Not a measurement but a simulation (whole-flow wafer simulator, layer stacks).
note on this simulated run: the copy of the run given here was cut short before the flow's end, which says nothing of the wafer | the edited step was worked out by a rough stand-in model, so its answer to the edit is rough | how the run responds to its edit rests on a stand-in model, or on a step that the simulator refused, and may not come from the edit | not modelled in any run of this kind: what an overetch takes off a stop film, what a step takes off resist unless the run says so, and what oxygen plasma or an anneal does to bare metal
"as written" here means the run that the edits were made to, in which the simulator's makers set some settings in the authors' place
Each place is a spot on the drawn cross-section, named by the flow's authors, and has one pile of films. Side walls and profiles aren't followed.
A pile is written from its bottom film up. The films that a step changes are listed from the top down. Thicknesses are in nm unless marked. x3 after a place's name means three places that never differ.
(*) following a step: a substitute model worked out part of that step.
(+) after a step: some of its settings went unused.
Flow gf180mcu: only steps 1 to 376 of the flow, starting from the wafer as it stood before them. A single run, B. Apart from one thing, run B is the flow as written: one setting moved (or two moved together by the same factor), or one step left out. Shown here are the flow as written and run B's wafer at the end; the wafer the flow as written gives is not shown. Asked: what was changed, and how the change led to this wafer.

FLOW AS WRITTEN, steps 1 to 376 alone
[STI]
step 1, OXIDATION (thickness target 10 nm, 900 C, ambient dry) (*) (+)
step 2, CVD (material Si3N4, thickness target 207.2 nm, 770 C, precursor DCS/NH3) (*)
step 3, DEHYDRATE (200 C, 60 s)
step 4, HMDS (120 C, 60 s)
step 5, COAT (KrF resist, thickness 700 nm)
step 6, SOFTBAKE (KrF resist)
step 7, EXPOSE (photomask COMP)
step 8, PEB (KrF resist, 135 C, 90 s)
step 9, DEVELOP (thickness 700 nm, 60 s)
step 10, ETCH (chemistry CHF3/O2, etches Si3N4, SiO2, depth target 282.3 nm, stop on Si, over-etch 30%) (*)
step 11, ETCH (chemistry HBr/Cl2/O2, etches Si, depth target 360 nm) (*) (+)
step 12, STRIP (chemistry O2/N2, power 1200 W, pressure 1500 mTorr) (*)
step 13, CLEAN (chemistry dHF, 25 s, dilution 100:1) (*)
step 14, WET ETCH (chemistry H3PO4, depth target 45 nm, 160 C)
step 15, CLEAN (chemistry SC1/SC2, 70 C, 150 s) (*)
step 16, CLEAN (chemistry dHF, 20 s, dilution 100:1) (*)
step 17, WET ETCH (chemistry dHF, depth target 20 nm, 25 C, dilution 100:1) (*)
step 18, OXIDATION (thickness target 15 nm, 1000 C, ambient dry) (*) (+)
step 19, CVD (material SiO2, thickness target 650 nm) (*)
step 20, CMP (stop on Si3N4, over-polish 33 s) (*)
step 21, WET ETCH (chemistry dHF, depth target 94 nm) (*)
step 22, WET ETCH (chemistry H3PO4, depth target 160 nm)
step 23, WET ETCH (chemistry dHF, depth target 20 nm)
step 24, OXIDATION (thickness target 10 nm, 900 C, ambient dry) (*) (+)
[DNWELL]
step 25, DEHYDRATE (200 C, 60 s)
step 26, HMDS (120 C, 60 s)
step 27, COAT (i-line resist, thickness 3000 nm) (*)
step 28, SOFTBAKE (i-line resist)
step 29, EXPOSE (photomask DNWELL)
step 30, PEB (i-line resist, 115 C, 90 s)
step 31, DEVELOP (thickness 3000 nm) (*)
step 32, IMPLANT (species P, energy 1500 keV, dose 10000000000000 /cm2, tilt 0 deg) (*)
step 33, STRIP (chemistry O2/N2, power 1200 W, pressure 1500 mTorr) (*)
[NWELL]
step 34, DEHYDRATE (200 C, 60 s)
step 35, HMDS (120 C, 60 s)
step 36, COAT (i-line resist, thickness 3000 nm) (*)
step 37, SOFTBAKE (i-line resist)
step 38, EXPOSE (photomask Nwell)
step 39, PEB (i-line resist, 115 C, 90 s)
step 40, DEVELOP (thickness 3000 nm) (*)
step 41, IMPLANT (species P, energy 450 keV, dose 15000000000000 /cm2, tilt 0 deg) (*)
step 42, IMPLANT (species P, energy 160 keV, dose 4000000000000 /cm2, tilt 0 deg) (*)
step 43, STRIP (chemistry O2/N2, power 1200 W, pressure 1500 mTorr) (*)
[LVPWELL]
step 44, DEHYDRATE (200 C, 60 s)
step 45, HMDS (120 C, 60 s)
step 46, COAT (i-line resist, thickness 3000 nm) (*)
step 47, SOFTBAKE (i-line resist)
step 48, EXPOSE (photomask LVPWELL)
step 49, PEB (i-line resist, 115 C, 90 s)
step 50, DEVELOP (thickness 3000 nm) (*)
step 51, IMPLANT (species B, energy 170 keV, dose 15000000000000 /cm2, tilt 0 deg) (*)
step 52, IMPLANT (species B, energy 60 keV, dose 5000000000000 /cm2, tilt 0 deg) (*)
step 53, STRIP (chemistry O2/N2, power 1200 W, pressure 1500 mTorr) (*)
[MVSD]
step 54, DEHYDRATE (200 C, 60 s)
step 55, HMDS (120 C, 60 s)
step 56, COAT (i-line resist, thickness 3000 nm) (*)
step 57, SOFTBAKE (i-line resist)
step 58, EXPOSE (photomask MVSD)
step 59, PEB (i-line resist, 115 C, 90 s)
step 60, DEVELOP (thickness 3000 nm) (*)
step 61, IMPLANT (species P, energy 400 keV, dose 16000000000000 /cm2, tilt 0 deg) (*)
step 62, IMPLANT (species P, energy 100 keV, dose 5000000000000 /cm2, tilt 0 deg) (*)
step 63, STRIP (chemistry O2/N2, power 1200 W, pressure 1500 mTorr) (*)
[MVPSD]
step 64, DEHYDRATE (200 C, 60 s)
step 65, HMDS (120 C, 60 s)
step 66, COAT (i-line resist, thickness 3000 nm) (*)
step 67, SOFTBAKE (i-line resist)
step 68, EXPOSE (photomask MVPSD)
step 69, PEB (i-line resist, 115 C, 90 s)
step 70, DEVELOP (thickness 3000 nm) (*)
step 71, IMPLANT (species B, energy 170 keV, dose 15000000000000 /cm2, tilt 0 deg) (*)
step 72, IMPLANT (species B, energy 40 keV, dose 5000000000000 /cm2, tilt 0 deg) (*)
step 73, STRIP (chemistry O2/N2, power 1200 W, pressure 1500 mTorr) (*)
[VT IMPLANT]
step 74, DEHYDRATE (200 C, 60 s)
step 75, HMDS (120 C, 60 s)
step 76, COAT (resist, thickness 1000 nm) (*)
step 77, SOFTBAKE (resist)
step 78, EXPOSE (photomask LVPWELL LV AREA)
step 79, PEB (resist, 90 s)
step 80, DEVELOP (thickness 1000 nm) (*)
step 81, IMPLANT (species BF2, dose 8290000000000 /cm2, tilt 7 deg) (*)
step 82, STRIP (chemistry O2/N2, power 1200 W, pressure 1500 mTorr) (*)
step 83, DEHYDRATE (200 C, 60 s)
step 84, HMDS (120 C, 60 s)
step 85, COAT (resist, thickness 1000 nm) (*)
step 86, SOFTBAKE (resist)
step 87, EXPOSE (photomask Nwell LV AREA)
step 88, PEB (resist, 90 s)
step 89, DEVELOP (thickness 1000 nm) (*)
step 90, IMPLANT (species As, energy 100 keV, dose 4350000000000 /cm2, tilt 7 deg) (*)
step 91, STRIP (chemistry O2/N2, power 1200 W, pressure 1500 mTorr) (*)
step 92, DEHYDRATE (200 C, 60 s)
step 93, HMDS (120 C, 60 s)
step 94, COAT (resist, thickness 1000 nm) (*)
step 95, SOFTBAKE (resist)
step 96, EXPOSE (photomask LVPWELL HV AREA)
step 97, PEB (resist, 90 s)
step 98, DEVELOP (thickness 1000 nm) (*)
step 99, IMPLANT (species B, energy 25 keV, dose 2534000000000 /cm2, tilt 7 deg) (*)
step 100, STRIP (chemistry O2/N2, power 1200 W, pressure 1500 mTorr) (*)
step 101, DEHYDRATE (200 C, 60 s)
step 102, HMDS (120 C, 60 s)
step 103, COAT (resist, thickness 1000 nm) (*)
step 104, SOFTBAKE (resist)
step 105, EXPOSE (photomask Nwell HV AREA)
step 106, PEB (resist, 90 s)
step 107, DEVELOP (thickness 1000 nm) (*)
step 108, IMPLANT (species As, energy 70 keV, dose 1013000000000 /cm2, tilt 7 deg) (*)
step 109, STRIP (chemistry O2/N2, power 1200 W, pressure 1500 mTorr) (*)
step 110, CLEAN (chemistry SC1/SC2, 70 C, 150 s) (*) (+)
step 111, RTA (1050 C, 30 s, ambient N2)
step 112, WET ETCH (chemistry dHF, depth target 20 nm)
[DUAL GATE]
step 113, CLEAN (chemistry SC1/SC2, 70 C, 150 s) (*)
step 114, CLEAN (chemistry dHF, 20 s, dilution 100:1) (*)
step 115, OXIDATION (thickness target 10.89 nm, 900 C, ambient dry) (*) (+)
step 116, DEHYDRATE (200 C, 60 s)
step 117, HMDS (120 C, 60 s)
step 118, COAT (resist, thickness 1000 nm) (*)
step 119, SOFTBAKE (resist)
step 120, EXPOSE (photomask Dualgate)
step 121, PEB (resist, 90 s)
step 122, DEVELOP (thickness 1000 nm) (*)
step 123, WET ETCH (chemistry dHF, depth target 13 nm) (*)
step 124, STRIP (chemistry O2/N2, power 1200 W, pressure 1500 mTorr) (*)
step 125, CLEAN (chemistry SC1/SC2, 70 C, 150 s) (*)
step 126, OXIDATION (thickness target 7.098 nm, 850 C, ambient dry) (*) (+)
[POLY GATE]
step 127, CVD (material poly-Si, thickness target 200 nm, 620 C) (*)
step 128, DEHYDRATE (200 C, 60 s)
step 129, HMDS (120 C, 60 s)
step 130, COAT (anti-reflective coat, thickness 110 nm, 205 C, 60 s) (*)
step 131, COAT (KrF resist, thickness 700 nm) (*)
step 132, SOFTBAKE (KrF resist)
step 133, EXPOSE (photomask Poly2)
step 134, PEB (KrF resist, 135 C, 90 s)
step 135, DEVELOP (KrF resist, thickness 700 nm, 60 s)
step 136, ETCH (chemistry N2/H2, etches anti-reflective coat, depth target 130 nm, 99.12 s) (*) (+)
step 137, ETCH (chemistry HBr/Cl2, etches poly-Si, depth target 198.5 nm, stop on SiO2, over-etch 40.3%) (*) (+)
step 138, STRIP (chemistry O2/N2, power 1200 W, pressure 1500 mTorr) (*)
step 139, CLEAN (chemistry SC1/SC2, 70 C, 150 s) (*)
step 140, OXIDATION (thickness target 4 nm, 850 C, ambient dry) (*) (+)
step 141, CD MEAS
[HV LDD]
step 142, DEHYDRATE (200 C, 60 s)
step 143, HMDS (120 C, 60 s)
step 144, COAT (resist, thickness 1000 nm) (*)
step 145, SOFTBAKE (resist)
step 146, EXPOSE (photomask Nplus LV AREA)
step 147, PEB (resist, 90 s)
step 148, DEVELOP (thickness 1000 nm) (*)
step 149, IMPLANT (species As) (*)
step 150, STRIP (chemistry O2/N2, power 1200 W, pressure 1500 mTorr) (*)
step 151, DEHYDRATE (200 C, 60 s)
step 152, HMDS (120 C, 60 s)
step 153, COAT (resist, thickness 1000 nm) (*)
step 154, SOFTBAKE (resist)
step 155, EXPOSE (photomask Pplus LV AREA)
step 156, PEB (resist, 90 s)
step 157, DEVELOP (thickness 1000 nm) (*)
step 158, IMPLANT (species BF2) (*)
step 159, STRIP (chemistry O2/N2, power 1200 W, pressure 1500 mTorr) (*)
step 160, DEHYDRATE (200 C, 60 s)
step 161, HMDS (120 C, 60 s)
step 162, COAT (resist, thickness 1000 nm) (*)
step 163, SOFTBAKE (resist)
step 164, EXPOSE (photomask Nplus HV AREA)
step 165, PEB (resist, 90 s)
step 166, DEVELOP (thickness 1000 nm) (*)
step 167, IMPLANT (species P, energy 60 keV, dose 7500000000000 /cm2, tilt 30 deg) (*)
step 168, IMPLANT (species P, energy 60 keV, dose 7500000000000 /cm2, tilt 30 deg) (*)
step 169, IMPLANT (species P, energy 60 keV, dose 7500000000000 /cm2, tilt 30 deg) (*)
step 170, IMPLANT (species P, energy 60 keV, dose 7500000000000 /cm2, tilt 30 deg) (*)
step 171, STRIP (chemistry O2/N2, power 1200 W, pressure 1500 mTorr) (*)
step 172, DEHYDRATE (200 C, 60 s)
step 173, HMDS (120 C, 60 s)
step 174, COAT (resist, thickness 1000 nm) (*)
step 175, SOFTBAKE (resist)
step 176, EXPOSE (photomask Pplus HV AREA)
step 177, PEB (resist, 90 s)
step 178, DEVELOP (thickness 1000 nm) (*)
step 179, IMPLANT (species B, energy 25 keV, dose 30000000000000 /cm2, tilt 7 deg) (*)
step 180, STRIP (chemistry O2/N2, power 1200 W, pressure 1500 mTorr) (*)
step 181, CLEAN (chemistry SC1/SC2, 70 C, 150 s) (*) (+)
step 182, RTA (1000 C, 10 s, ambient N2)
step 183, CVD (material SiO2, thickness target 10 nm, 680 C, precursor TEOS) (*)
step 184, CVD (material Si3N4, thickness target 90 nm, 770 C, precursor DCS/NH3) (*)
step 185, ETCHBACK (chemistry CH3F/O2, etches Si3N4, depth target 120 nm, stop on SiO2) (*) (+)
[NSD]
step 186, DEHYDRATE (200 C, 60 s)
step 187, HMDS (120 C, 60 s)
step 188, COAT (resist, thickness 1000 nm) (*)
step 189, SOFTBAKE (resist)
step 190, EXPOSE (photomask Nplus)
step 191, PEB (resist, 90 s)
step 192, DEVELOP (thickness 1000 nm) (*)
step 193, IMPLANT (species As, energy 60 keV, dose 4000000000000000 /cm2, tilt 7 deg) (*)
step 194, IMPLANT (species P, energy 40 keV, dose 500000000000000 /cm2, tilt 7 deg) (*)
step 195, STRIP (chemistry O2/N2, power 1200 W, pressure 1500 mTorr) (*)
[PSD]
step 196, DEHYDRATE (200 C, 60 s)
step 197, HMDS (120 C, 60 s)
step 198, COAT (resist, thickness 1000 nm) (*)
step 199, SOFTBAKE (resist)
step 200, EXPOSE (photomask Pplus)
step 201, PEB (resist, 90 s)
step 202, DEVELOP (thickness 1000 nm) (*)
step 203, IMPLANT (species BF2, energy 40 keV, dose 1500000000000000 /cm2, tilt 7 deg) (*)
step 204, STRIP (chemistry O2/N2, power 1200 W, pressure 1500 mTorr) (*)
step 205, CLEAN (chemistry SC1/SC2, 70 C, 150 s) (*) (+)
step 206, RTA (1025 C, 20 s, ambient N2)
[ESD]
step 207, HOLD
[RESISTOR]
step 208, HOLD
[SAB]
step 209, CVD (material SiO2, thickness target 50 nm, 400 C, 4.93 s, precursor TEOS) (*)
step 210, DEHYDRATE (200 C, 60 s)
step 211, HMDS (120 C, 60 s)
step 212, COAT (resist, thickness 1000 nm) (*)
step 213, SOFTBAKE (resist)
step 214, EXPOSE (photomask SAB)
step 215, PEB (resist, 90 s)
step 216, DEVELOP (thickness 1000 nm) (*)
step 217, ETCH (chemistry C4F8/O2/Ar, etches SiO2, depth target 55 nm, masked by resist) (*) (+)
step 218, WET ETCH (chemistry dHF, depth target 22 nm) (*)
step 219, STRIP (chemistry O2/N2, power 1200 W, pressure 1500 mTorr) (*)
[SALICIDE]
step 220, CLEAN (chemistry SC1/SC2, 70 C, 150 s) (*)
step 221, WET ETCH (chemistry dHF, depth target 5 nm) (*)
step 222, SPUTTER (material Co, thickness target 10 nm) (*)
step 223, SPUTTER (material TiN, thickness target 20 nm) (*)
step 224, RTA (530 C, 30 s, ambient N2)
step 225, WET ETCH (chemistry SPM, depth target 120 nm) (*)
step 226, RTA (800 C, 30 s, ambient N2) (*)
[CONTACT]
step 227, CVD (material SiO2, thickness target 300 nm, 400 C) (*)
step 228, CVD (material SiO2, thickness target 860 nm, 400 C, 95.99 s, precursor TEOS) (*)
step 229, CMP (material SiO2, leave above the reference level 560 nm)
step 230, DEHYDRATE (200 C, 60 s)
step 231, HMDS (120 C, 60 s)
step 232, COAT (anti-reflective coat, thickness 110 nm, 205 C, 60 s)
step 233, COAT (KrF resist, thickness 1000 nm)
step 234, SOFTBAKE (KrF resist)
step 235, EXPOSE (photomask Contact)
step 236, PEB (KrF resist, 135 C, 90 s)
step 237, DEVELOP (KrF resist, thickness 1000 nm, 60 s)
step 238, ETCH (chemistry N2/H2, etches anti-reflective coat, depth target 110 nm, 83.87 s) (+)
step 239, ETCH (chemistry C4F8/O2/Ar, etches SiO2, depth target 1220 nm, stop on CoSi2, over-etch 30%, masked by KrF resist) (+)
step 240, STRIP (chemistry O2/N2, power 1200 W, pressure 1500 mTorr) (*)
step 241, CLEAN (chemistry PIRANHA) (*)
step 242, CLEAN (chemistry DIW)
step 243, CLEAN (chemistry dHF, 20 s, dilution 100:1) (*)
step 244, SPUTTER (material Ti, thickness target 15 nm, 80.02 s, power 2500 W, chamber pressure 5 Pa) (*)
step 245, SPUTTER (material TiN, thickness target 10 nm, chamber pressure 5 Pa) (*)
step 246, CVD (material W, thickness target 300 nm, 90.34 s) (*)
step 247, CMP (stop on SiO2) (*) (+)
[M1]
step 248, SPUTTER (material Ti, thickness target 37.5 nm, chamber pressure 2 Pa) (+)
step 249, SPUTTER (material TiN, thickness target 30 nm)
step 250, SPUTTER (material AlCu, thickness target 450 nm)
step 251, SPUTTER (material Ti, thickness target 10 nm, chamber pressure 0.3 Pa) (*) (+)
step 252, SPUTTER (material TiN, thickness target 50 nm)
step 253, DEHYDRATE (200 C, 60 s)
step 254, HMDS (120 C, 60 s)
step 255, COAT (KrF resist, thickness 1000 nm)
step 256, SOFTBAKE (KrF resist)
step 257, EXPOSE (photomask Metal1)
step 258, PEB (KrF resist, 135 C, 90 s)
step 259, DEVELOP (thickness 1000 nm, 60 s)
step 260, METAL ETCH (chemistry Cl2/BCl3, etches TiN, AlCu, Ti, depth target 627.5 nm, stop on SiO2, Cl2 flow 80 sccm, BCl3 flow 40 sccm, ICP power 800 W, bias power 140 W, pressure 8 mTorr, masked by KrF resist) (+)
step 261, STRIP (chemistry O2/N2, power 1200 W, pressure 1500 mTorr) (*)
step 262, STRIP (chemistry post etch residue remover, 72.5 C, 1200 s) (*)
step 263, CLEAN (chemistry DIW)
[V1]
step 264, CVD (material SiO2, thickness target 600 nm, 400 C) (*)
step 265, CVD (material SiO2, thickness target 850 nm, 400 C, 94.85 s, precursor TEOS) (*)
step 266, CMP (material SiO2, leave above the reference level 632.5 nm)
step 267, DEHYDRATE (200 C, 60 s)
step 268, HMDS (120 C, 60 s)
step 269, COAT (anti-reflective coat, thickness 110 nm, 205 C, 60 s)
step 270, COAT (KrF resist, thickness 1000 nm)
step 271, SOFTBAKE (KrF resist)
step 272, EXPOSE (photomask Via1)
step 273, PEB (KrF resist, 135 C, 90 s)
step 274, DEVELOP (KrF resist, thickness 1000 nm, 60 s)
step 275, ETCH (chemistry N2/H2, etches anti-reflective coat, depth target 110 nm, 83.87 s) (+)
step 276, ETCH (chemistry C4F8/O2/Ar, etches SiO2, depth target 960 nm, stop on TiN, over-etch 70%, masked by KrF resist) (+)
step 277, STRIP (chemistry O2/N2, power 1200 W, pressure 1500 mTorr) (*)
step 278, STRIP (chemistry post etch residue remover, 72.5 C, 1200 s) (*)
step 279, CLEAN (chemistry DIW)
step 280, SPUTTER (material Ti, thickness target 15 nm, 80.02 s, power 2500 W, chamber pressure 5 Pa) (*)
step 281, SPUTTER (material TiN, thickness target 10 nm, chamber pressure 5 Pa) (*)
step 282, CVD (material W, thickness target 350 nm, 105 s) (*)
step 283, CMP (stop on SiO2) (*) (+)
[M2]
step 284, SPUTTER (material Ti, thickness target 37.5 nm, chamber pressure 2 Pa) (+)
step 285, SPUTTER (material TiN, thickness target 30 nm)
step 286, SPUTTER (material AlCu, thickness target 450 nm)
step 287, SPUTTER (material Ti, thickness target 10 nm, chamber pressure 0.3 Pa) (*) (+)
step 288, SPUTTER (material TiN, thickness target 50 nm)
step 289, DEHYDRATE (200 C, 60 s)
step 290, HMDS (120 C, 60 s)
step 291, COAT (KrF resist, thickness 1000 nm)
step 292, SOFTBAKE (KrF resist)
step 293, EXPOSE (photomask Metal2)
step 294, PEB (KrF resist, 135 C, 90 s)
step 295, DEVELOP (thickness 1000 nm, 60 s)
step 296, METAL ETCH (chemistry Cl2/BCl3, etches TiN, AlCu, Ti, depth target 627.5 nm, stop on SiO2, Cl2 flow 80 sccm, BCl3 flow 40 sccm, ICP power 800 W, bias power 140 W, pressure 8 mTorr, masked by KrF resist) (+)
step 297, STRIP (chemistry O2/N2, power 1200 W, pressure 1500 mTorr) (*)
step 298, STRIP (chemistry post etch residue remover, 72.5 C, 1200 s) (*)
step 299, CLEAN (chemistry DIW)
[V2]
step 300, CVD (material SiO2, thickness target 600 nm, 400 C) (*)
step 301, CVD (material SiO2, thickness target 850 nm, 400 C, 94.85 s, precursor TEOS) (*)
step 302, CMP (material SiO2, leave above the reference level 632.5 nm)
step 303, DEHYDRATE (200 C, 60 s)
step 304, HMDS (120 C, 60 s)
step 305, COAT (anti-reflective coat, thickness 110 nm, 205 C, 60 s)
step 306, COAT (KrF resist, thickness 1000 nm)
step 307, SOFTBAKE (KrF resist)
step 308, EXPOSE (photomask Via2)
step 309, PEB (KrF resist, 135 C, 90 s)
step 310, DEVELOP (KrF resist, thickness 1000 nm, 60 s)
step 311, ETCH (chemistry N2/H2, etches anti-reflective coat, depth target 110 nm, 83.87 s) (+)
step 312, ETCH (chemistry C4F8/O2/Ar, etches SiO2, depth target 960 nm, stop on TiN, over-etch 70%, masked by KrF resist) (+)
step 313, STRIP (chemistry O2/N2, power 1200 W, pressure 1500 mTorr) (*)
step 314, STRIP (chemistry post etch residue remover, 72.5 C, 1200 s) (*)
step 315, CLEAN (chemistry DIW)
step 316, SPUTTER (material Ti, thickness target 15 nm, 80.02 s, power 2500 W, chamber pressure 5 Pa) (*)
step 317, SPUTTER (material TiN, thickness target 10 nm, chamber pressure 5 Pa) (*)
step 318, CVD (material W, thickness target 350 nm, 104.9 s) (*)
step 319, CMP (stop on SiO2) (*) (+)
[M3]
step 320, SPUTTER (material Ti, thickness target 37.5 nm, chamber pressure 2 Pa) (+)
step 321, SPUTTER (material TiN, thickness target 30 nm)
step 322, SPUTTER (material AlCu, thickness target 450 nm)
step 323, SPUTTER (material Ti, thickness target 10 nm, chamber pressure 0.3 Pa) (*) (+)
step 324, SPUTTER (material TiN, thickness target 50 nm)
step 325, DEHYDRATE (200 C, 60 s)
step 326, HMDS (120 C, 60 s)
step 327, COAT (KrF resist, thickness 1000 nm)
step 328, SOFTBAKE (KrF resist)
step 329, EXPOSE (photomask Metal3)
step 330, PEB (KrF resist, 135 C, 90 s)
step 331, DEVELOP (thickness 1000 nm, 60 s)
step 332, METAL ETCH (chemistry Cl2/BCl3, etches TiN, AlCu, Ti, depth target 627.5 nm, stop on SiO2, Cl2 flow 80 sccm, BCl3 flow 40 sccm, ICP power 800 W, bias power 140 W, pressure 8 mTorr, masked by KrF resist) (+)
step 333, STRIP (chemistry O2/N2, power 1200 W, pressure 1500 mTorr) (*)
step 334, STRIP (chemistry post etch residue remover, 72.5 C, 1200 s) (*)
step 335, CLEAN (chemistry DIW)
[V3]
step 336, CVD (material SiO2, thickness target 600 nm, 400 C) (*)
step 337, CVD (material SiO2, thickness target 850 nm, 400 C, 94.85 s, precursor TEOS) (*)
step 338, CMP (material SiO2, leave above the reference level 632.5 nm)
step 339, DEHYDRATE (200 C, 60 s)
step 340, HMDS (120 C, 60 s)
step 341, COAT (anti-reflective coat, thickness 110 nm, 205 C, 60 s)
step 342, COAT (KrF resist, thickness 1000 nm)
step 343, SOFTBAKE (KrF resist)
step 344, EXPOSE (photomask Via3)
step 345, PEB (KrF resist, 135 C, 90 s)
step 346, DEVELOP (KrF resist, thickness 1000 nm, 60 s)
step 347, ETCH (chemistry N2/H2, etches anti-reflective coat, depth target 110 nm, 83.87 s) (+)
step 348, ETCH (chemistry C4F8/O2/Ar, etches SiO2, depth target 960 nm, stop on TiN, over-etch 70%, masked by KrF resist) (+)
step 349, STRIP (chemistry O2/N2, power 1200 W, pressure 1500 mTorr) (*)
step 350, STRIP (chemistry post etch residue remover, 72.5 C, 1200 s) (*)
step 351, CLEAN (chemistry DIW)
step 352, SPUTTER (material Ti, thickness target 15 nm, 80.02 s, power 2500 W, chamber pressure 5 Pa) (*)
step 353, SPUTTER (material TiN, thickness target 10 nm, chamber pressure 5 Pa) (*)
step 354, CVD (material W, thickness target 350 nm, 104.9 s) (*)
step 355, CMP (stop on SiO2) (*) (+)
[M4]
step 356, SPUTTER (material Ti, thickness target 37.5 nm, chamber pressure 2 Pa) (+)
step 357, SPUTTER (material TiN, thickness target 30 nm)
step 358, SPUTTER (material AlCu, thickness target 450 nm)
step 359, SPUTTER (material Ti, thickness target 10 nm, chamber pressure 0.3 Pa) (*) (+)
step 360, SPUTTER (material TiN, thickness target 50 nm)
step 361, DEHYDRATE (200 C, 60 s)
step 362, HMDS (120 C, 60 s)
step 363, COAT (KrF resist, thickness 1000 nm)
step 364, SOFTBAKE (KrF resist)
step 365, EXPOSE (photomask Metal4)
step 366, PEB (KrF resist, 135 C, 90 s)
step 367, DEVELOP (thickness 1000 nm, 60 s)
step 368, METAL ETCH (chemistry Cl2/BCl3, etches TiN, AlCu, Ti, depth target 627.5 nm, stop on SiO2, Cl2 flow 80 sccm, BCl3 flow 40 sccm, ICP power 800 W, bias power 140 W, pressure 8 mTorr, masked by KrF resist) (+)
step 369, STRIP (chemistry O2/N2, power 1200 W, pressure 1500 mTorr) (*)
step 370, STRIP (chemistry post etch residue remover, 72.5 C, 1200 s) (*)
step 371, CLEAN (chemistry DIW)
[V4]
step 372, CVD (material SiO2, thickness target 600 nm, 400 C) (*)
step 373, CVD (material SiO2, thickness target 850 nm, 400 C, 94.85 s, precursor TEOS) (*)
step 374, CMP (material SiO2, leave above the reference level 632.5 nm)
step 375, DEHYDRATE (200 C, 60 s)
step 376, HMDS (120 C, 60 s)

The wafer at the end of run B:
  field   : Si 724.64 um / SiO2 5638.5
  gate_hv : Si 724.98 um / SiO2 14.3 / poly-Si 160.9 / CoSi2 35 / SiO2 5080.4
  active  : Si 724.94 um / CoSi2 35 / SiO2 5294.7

Cause: step 373, CVD: 43.87 s was run, whereas the flow has 94.85 s.

Step by step, how the change led to this:
  step 373, CVD (material SiO2, thickness target 850 nm, 400 C, 94.85 s, precursor TEOS) (*)
      field, field__w1, field__w2 and 108 more: SiO2 gains 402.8 (in the flow as written it would be: SiO2 gains 850)
  step 374, CMP (material SiO2, leave above the reference level 632.5 nm)
      field, field__w1, field__w2 and 103 more: nothing (in the flow as written it would be: SiO2 loses 300)
      field__w8, contact, m1, m1__w1, m1_nw: SiO2 loses 429.9 (in the flow as written it would be: SiO2 loses 877.1)
